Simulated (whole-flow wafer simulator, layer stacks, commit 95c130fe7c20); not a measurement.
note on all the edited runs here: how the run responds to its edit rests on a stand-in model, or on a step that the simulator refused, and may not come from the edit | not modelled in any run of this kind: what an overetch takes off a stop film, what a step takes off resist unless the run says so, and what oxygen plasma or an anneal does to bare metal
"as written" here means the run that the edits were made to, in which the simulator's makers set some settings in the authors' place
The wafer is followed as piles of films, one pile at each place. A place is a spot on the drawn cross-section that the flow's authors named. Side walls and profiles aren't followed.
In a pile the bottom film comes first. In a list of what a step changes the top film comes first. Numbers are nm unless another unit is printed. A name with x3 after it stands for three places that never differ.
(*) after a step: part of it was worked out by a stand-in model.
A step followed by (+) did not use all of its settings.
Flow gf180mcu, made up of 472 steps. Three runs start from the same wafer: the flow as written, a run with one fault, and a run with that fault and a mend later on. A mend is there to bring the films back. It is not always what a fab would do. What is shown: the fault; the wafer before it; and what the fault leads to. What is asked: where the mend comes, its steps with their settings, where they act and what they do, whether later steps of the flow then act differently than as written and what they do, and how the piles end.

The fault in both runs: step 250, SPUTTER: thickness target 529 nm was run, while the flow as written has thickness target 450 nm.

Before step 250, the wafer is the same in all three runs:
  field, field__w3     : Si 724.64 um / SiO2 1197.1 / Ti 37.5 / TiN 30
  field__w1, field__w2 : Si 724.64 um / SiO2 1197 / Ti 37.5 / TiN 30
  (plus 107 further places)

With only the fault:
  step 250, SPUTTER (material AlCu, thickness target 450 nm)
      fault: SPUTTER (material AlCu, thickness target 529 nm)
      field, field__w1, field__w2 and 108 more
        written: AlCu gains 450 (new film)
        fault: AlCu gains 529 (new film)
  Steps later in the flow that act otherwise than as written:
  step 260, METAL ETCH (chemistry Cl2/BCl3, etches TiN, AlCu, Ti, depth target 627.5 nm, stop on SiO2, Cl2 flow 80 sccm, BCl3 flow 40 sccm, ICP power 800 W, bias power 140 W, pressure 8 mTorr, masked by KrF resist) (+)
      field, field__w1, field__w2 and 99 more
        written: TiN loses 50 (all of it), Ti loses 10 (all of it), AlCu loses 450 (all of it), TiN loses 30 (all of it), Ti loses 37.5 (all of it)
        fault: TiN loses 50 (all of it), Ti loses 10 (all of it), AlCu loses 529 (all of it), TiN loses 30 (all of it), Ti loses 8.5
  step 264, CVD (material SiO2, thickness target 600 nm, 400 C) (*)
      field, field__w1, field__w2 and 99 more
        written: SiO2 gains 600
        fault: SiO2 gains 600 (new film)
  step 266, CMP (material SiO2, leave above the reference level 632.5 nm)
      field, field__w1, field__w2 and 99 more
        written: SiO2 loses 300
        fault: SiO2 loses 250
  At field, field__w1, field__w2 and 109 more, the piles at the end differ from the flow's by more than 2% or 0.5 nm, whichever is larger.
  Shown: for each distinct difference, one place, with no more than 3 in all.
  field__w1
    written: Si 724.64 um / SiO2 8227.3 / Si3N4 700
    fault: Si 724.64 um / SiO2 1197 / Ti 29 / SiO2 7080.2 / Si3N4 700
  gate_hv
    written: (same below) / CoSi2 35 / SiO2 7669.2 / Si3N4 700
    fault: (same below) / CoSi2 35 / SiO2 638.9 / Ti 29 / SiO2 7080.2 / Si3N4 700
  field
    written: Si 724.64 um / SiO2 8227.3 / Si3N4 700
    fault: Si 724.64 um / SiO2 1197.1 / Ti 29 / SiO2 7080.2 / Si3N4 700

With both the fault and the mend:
  The mend follows step 259.
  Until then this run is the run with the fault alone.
  step 260, METAL ETCH (chemistry Cl2/BCl3, etches TiN, AlCu, Ti, depth target 706.5 nm, stop on SiO2, Cl2 flow 80 sccm, BCl3 flow 40 sccm, ICP power 800 W, bias power 140 W, pressure 8 mTorr, masked by KrF resist) (+) (the flow's step 260, as written with depth target 627.5 nm)
      field, field__w1, field__w2 and 99 more
        TiN loses 50 (all of it), Ti loses 10 (all of it), AlCu loses 529 (all of it), TiN loses 30 (all of it), Ti loses 37.5 (all of it)
      field__w8, contact, m1 and 6 more
        KrF resist loses 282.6
  Steps later in the flow that act otherwise than as written:
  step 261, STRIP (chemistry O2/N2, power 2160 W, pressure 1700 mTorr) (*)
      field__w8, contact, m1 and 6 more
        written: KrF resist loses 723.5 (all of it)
        mend: KrF resist loses 691.9 (all of it)
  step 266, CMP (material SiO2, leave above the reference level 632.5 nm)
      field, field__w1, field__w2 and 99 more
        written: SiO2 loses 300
        mend: SiO2 loses 221
  At field__w8, contact, m1 and 6 more, the piles at the end differ from the flow's by more than 2% or 0.5 nm, whichever is larger.
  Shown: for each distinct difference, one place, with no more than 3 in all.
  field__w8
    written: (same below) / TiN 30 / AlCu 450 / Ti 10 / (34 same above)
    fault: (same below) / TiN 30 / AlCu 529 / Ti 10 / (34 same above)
    mend: (same below) / TiN 30 / AlCu 529 / Ti 10 / (34 same above)
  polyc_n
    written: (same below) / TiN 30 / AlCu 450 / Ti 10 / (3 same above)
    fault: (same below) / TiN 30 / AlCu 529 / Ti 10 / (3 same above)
    mend: (same below) / TiN 30 / AlCu 529 / Ti 10 / (3 same above)
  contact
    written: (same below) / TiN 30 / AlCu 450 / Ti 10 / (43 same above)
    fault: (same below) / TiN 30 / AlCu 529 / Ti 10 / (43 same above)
    mend: (same below) / TiN 30 / AlCu 529 / Ti 10 / (43 same above)
